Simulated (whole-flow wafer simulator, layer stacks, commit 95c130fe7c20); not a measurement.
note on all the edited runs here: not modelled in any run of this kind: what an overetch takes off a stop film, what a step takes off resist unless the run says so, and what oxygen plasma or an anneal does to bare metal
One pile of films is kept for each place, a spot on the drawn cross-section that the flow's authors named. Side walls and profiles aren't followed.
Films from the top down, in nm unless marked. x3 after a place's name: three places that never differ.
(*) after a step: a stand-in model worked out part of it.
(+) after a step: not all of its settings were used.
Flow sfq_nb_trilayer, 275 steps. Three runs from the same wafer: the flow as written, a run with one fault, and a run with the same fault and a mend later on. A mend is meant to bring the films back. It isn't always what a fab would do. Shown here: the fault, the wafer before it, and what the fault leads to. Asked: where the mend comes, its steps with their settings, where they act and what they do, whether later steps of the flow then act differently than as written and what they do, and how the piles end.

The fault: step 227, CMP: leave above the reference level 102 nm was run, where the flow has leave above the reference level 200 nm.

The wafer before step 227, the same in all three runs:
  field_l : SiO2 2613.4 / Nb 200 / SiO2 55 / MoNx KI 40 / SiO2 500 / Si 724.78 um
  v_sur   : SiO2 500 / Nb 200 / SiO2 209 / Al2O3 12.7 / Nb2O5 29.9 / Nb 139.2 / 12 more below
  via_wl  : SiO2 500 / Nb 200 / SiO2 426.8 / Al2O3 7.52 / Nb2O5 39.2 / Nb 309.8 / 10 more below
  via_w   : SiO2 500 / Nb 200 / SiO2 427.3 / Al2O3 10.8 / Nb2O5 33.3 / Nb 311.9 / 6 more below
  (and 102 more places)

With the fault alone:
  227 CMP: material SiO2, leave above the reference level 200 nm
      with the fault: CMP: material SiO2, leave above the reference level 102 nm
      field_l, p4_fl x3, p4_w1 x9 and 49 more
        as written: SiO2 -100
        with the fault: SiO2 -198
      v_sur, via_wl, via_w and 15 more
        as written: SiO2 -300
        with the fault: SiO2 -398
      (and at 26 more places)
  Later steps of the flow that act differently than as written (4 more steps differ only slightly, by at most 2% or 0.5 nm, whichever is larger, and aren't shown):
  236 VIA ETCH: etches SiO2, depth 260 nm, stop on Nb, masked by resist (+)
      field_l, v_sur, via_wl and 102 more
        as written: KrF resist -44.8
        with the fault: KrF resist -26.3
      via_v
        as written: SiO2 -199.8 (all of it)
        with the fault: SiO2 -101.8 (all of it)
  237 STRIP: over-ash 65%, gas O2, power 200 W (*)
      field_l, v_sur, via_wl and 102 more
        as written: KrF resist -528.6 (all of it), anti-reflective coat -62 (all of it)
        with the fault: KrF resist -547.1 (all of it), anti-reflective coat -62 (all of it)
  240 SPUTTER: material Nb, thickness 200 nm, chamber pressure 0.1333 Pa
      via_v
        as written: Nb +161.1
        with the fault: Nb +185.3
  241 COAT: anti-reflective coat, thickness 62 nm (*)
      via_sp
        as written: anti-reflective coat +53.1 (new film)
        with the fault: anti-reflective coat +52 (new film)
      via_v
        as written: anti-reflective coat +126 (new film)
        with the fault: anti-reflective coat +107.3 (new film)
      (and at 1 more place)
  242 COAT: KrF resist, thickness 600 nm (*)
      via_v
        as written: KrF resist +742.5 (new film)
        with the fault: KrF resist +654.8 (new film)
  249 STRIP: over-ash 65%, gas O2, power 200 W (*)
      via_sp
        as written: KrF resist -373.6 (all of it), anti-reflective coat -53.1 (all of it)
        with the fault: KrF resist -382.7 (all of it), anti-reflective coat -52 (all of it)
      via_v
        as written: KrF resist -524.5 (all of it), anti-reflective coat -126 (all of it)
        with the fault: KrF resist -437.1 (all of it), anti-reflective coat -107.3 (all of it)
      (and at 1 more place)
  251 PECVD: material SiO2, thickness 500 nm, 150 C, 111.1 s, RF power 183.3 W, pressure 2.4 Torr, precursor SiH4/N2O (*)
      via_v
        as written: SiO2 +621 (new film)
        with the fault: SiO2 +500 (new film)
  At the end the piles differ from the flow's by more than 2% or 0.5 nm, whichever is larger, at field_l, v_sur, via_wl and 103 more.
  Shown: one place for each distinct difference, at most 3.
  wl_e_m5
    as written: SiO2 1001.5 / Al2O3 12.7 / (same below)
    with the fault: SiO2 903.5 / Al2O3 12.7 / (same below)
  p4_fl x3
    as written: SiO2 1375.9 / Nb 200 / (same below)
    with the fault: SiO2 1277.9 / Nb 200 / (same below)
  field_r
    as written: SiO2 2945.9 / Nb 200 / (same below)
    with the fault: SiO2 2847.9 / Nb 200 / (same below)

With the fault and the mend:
  The mend comes after step 228.
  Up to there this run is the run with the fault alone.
  228a PECVD: material SiO2, thickness 98 nm, 150 C, 21.78 s, RF power 183.3 W, pressure 2.4 Torr, precursor SiH4/N2O (the flow's step 226 once more, with other settings)
      field_l, v_sur, via_wl and 103 more
        SiO2 +98
  No later step of the flow acts differently than as written, at any place that is followed, by more than 2% or 0.5 nm, whichever is larger.
  At the end the piles are the same as the flow's at every place that both follow.
